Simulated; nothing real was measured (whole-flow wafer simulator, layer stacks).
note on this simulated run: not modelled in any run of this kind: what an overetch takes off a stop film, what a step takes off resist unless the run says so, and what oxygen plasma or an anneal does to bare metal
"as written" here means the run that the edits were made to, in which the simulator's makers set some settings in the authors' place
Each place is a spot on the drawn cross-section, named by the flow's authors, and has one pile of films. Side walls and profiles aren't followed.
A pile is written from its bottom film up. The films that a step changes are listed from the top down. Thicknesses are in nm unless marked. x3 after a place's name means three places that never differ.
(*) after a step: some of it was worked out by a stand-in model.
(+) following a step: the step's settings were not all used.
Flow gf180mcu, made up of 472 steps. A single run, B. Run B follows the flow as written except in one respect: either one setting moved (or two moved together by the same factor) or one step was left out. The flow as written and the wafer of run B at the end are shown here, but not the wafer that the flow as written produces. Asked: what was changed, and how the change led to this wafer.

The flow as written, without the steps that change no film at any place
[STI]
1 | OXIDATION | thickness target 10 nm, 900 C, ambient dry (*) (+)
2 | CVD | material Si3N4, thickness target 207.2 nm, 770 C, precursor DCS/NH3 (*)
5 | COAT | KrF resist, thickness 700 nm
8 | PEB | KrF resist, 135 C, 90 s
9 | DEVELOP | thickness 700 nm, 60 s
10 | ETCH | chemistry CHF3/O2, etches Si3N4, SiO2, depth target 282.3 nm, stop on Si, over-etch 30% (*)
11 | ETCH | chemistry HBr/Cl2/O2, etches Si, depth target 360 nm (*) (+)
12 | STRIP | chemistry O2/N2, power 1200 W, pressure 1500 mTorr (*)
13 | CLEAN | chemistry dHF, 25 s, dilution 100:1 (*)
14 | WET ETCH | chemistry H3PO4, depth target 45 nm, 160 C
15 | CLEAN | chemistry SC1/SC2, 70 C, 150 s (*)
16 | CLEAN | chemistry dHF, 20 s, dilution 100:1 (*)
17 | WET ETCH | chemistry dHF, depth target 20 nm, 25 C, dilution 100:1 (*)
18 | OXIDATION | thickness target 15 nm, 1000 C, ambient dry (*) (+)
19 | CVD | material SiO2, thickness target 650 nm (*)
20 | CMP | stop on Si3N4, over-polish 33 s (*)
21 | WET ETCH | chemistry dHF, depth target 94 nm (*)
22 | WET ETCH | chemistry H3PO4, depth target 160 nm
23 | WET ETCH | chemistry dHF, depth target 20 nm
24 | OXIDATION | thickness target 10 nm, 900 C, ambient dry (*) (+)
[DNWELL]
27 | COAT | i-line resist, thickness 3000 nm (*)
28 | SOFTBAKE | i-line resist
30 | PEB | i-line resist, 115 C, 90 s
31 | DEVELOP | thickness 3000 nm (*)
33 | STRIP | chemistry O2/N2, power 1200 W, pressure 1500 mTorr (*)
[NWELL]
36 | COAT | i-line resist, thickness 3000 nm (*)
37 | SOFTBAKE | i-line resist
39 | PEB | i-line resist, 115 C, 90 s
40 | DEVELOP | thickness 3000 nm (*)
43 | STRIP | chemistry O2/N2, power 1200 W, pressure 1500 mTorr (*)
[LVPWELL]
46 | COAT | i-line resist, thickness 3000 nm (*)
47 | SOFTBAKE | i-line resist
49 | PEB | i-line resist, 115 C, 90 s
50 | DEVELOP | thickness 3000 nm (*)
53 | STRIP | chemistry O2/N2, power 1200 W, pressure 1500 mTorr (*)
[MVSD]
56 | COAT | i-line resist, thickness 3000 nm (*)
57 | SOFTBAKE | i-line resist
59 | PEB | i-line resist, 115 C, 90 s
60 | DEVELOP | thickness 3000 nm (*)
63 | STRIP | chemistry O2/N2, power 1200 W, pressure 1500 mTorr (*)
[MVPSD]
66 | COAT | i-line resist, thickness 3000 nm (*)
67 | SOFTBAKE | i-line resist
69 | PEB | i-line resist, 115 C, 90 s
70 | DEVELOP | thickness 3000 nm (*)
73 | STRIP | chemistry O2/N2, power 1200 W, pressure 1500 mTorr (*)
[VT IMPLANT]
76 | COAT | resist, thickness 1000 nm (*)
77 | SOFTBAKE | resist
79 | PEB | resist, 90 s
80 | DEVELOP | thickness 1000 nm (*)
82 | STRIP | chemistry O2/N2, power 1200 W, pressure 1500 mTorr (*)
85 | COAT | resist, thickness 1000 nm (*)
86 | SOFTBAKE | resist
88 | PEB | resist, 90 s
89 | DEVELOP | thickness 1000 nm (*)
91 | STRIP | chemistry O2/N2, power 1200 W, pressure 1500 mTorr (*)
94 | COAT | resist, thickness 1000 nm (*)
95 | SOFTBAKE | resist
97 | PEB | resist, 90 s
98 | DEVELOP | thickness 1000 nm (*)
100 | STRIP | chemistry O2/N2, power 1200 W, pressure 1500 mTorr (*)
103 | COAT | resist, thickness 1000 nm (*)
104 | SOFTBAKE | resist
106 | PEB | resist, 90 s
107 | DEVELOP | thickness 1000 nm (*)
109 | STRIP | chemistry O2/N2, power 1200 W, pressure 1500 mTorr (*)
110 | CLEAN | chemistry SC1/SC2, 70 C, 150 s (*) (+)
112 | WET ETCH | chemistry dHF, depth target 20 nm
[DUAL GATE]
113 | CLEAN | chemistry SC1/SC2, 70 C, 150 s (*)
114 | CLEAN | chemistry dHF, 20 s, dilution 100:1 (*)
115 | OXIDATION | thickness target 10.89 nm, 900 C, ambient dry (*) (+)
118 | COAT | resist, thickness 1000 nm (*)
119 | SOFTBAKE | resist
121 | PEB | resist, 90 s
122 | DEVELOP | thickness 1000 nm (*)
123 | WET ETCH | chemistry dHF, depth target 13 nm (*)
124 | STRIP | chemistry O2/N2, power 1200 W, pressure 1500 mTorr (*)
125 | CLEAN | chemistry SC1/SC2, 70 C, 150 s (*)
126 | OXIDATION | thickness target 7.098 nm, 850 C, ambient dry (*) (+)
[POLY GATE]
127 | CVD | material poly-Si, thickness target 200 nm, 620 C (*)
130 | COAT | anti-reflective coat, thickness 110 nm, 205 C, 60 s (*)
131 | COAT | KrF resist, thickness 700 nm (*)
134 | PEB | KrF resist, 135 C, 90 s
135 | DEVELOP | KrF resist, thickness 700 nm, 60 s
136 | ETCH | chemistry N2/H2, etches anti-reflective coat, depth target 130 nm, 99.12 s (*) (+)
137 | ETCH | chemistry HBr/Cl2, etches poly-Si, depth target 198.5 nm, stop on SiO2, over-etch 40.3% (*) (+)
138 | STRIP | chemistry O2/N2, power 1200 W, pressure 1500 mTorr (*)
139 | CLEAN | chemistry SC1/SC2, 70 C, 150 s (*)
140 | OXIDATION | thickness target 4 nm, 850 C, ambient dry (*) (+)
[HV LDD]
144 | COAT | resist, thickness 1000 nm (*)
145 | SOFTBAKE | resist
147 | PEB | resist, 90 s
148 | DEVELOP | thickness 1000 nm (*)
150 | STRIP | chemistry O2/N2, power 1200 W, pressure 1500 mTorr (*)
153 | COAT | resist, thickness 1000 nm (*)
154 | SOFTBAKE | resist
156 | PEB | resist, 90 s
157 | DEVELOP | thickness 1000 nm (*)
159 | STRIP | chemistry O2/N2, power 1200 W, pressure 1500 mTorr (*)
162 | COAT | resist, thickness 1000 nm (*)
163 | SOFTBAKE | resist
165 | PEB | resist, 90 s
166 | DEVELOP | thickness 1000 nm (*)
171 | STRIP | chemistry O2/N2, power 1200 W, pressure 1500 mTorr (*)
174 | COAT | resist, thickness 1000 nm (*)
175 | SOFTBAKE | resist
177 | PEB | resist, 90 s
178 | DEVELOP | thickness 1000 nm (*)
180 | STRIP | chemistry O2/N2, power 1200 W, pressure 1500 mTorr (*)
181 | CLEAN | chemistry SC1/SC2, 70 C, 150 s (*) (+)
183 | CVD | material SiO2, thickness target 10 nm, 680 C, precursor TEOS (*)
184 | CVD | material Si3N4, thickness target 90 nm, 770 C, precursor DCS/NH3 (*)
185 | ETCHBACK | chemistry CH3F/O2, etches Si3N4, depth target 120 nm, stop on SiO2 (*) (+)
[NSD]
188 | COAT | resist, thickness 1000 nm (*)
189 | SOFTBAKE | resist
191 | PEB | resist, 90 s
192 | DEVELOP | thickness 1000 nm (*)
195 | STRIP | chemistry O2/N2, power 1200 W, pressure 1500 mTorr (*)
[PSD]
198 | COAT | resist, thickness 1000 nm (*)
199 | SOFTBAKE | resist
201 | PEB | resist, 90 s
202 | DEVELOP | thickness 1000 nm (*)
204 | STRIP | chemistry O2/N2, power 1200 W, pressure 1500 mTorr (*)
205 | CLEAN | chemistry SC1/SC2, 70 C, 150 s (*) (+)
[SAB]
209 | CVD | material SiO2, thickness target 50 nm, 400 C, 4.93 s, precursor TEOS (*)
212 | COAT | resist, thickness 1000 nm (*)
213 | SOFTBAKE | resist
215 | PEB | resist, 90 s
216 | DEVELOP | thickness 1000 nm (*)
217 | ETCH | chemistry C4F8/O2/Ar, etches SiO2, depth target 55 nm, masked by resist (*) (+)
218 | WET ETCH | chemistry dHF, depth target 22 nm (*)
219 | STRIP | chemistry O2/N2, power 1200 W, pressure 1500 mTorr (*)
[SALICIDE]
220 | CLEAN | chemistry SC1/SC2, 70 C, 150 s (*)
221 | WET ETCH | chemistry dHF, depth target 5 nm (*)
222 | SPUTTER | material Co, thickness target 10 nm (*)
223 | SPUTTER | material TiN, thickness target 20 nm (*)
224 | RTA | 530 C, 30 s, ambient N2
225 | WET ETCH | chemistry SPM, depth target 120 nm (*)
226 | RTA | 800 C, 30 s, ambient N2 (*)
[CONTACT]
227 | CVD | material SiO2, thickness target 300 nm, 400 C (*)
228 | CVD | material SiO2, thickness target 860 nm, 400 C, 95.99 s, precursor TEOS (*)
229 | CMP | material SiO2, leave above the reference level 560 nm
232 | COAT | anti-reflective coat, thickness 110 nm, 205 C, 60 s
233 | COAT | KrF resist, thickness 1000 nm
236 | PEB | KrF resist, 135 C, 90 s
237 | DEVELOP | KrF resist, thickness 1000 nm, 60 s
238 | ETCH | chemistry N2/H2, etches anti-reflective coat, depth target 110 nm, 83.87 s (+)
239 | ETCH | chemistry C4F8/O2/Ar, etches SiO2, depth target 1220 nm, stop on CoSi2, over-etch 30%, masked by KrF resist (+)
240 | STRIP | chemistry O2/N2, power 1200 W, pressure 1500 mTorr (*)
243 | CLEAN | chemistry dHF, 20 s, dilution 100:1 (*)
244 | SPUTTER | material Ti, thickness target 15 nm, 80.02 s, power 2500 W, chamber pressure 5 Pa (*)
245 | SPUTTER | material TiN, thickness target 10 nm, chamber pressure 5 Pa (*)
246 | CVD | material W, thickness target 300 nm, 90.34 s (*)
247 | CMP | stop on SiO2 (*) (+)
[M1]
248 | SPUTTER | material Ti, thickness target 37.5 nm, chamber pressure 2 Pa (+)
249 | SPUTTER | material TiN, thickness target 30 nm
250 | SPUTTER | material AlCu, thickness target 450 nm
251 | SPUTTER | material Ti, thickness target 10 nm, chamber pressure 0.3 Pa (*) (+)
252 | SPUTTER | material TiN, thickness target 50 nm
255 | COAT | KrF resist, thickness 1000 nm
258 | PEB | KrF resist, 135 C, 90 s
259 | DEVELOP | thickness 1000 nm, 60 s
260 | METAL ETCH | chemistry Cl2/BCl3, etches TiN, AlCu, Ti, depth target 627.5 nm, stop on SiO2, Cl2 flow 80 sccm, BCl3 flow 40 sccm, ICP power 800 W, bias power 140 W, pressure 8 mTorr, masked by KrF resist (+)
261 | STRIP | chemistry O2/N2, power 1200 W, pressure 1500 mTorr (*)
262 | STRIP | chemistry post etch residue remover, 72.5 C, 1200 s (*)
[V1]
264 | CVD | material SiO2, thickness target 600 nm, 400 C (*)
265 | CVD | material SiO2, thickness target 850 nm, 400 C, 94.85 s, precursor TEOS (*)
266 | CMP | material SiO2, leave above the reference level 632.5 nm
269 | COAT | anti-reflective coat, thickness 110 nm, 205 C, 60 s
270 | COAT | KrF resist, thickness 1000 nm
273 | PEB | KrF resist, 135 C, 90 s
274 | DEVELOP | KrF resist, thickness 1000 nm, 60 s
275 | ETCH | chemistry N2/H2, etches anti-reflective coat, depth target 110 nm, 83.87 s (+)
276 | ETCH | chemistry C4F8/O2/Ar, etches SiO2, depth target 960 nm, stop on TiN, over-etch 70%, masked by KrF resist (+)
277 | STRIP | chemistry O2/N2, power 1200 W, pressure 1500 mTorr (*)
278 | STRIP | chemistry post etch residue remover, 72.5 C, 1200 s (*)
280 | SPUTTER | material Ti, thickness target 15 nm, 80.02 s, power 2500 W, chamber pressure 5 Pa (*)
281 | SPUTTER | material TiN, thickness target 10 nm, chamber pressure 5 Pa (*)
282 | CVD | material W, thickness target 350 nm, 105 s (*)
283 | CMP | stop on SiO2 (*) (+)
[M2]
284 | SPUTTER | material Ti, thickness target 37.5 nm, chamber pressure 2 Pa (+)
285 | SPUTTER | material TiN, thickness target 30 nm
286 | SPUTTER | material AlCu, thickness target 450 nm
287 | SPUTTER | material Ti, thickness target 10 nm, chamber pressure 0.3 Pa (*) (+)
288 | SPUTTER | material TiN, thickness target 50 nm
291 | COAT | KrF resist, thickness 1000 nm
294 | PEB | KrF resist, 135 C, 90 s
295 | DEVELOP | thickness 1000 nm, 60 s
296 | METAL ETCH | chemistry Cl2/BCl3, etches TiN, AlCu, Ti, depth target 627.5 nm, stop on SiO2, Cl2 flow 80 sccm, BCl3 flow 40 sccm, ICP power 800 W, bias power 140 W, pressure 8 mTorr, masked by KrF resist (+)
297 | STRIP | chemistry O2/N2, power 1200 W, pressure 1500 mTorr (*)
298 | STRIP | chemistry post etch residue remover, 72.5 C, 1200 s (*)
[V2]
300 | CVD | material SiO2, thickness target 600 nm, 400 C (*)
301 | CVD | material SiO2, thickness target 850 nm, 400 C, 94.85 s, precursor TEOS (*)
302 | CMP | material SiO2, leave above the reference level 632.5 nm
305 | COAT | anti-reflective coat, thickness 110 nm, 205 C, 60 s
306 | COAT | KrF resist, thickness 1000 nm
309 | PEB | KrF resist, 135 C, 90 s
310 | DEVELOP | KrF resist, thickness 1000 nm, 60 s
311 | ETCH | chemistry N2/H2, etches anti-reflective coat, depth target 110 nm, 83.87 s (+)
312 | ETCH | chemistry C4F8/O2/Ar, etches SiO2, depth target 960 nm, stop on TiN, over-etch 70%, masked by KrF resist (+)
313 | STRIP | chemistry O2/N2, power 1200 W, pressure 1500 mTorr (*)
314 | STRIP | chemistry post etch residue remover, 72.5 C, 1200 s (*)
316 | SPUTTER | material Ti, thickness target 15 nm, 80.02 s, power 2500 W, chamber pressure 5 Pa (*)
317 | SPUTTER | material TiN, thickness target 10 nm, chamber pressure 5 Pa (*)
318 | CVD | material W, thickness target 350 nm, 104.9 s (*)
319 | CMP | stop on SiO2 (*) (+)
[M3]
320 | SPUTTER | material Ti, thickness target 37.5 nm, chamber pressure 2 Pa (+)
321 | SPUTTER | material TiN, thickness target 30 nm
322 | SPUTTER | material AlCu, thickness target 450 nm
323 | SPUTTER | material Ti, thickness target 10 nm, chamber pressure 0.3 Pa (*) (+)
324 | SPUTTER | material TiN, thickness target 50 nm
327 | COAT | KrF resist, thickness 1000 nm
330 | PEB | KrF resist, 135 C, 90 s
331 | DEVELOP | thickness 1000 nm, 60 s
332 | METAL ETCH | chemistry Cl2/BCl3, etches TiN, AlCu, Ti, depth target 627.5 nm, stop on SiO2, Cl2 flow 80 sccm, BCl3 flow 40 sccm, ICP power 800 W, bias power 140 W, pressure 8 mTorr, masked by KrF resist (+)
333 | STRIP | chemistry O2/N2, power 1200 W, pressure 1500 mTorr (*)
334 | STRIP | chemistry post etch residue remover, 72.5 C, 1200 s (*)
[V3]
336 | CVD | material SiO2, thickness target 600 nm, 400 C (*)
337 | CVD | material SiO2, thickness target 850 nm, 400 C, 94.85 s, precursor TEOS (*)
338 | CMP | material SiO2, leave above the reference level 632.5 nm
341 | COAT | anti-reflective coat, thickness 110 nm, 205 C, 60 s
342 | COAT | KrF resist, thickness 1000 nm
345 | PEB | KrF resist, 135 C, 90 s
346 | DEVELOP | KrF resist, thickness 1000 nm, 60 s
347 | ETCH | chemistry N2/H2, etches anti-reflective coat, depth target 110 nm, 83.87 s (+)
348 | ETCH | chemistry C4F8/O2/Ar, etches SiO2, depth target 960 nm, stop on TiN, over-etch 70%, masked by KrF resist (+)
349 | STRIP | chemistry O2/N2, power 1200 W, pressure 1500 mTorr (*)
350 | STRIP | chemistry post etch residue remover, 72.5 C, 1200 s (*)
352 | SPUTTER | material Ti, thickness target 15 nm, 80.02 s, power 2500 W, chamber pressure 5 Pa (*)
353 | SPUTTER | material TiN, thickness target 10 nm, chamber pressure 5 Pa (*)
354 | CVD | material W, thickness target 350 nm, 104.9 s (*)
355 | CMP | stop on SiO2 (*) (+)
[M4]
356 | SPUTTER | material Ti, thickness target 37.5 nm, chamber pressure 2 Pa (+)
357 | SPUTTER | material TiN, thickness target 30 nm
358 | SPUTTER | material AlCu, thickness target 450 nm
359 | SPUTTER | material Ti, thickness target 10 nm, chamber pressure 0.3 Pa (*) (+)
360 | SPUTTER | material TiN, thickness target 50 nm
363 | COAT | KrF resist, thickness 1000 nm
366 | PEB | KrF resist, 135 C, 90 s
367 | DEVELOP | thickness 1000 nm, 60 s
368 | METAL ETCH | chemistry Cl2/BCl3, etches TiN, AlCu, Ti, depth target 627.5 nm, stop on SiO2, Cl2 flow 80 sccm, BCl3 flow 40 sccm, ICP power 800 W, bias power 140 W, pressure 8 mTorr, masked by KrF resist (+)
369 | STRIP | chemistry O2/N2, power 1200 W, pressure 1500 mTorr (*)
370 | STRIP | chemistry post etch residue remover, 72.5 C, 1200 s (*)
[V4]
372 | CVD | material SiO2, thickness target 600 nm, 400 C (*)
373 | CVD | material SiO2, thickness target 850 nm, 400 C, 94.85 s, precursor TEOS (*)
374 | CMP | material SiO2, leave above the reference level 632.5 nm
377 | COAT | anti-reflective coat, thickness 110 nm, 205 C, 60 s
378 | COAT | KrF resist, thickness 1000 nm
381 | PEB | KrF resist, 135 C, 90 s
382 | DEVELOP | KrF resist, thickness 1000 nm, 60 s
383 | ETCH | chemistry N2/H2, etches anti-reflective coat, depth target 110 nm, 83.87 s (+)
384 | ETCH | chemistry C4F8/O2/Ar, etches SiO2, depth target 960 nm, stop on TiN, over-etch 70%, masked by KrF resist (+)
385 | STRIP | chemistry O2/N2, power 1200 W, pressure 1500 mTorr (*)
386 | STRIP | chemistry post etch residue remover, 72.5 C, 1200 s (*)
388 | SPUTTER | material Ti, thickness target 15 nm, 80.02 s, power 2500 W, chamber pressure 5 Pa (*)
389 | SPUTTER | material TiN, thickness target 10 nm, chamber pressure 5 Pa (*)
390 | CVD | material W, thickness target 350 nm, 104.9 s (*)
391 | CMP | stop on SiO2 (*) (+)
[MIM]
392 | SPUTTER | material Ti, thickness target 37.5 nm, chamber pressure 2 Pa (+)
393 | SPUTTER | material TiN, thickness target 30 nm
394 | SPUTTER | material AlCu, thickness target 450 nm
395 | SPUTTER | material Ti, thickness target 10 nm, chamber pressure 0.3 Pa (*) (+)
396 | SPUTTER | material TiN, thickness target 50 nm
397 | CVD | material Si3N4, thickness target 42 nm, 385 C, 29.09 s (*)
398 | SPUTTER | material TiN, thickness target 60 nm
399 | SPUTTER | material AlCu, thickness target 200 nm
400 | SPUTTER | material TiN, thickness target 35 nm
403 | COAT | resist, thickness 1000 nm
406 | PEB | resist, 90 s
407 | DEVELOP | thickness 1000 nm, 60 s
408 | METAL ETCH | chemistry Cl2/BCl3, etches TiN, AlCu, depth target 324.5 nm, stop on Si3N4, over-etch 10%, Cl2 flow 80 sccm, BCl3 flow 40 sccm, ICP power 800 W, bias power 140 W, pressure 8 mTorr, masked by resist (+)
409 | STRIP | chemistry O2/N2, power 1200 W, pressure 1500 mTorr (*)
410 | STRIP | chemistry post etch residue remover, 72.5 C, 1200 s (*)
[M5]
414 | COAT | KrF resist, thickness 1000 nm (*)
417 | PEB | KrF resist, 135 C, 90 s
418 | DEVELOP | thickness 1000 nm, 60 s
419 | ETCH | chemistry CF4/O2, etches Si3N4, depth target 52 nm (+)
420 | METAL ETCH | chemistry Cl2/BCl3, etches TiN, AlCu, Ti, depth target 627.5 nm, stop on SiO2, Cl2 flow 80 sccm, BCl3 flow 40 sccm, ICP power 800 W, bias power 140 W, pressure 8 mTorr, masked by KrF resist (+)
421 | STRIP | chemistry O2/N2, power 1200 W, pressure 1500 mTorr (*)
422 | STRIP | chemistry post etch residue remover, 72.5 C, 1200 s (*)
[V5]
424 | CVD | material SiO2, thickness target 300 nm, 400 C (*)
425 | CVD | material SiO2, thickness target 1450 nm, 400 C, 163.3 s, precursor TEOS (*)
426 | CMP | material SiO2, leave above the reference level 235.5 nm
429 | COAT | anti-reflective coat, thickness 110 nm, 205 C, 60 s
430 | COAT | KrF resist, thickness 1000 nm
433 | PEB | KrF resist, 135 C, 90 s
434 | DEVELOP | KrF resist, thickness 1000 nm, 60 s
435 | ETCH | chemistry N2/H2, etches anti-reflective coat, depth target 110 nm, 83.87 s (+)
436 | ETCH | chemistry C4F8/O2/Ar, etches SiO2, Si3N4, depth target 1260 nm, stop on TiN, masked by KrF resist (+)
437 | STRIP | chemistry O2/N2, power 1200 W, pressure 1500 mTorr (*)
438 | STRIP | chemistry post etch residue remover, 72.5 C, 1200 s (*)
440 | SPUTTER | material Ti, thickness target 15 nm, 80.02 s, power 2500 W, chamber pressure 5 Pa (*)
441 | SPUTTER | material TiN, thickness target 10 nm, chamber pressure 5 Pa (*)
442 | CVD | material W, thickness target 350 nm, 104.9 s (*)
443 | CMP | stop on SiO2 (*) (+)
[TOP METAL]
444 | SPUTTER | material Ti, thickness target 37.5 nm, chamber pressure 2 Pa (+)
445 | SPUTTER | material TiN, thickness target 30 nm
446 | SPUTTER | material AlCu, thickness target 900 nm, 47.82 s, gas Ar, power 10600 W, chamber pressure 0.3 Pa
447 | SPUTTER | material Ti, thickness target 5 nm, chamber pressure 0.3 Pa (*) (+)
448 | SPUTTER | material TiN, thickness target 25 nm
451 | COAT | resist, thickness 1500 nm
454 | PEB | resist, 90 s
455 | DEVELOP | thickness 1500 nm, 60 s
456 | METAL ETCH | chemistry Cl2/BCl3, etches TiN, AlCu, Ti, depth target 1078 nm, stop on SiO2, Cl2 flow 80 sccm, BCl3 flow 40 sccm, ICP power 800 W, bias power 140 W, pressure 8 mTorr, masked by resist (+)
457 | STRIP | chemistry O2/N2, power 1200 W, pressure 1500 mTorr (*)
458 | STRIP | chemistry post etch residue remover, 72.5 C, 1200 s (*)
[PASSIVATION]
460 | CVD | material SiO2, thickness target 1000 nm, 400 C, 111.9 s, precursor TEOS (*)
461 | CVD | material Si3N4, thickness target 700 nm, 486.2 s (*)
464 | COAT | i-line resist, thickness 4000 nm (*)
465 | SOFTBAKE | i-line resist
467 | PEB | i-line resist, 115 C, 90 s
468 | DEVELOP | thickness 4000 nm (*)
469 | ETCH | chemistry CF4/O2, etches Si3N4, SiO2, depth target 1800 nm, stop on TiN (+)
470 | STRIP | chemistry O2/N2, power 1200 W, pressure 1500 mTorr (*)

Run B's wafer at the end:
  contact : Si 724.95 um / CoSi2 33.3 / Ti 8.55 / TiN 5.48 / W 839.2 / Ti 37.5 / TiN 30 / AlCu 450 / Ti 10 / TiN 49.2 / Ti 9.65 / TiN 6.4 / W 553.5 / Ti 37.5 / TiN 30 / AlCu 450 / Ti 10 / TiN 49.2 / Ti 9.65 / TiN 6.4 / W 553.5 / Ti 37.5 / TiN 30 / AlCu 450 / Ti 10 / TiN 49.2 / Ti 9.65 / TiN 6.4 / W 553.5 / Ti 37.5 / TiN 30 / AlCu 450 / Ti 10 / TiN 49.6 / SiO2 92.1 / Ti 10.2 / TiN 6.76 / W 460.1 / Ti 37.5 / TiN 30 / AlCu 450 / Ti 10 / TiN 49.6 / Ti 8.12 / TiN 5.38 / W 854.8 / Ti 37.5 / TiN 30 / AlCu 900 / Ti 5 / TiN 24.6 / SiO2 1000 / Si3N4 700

What caused this: step 384, ETCH: depth target 480 nm was run, whereas the flow has depth target 960 nm.

Step by step, how the change led to this:
  384 | ETCH | chemistry C4F8/O2/Ar, etches SiO2, depth target 960 nm, stop on TiN, over-etch 70%, masked by KrF resist (+)
      contact: SiO2 loses 480 (as written it would have been: SiO2 loses 572.1 (all of it))
      field, field__w1, field__w2 and 107 more: KrF resist loses 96 (as written it would have been: KrF resist loses 192)
  385 | STRIP | chemistry O2/N2, power 1200 W, pressure 1500 mTorr (*)
      field, field__w1, field__w2 and 107 more: KrF resist loses 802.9 (all of it), anti-reflective coat loses 110 (all of it) (as written it would have been: KrF resist loses 706.9 (all of it), anti-reflective coat loses 110 (all of it))
  388 | SPUTTER | material Ti, thickness target 15 nm, 80.02 s, power 2500 W, chamber pressure 5 Pa (*)
      contact: Ti gains 10.2 (new film) (as written it would have been: Ti gains 9.65 (new film))
  390 | CVD | material W, thickness target 350 nm, 104.9 s (*)
      contact: W gains 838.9 (new film) (as written it would have been: W gains 932.3 (new film))
Taking metal films that touch as one body, contact has 2 bodies (between them, from the top down: SiO2 92.1); the flow as written gives 1 body.
